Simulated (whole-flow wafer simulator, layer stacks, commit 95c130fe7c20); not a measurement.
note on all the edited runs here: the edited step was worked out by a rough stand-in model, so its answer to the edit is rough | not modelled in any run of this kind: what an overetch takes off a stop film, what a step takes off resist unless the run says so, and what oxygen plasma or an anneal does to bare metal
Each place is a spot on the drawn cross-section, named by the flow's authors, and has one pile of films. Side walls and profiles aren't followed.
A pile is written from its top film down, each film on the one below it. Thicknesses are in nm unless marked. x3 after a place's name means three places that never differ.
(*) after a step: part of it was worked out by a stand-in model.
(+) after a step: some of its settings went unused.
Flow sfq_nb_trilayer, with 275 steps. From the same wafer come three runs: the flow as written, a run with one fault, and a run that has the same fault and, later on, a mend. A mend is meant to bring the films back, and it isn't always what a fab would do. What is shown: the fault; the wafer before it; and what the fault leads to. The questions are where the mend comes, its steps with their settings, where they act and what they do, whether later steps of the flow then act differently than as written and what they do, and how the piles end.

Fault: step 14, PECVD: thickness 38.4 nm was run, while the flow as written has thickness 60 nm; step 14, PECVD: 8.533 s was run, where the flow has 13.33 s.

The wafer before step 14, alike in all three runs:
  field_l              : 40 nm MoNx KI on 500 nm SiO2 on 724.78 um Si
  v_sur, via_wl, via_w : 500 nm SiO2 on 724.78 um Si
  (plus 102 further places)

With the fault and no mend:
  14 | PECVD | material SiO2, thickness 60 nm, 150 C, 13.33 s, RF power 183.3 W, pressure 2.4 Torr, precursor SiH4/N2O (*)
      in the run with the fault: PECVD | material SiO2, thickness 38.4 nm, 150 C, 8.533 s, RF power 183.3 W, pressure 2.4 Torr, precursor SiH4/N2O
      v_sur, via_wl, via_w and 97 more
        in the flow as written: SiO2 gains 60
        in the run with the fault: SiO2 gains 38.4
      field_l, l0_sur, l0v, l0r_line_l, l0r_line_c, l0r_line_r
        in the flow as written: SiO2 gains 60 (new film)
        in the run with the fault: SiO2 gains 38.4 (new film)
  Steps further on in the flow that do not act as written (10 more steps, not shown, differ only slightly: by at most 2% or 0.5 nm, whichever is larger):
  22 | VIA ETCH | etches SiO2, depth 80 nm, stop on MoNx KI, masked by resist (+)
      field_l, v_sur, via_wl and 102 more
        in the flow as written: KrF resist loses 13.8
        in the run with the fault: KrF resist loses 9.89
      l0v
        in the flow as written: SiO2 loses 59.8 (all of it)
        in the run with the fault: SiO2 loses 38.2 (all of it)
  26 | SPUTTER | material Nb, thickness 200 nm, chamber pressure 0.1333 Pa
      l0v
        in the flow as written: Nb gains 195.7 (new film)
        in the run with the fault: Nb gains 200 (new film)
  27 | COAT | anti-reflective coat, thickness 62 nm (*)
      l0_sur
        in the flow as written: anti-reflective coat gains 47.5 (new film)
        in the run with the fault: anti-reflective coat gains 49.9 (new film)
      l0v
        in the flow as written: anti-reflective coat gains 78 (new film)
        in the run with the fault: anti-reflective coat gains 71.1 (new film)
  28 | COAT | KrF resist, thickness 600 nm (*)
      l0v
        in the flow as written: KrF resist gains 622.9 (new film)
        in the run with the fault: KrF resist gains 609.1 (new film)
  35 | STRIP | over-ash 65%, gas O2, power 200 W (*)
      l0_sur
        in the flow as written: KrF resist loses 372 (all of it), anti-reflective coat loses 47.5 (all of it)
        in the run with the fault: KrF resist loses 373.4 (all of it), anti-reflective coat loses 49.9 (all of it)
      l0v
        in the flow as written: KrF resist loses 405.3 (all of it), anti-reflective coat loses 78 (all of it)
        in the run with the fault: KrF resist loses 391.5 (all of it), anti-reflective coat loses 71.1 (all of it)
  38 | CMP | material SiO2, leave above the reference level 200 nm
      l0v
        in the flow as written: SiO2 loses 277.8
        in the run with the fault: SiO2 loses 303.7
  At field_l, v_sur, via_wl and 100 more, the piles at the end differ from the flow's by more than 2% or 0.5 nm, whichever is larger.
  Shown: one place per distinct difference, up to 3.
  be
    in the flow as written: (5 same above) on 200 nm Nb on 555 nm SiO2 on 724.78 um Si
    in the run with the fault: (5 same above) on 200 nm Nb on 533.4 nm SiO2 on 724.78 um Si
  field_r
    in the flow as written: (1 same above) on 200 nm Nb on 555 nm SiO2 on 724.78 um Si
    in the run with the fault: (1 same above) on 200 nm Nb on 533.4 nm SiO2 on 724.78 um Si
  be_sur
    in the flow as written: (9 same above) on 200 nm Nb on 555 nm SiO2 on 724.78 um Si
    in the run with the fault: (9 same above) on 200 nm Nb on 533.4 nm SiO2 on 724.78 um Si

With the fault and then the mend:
  The mend follows step 14.
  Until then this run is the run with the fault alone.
  14a | PECVD | material SiO2, thickness 21.6 nm, 150 C, 4.8 s, RF power 183.3 W, pressure 2.4 Torr, precursor SiH4/N2O (the flow's step 14 again, with other settings)
      field_l, v_sur, via_wl and 103 more
        SiO2 gains 21.6
  Later steps of the flow that are run all act as written at every place that is followed, up to a difference of at most 2% or 0.5 nm, whichever is larger.
  The piles end the same as the flow's at every place that both follow.
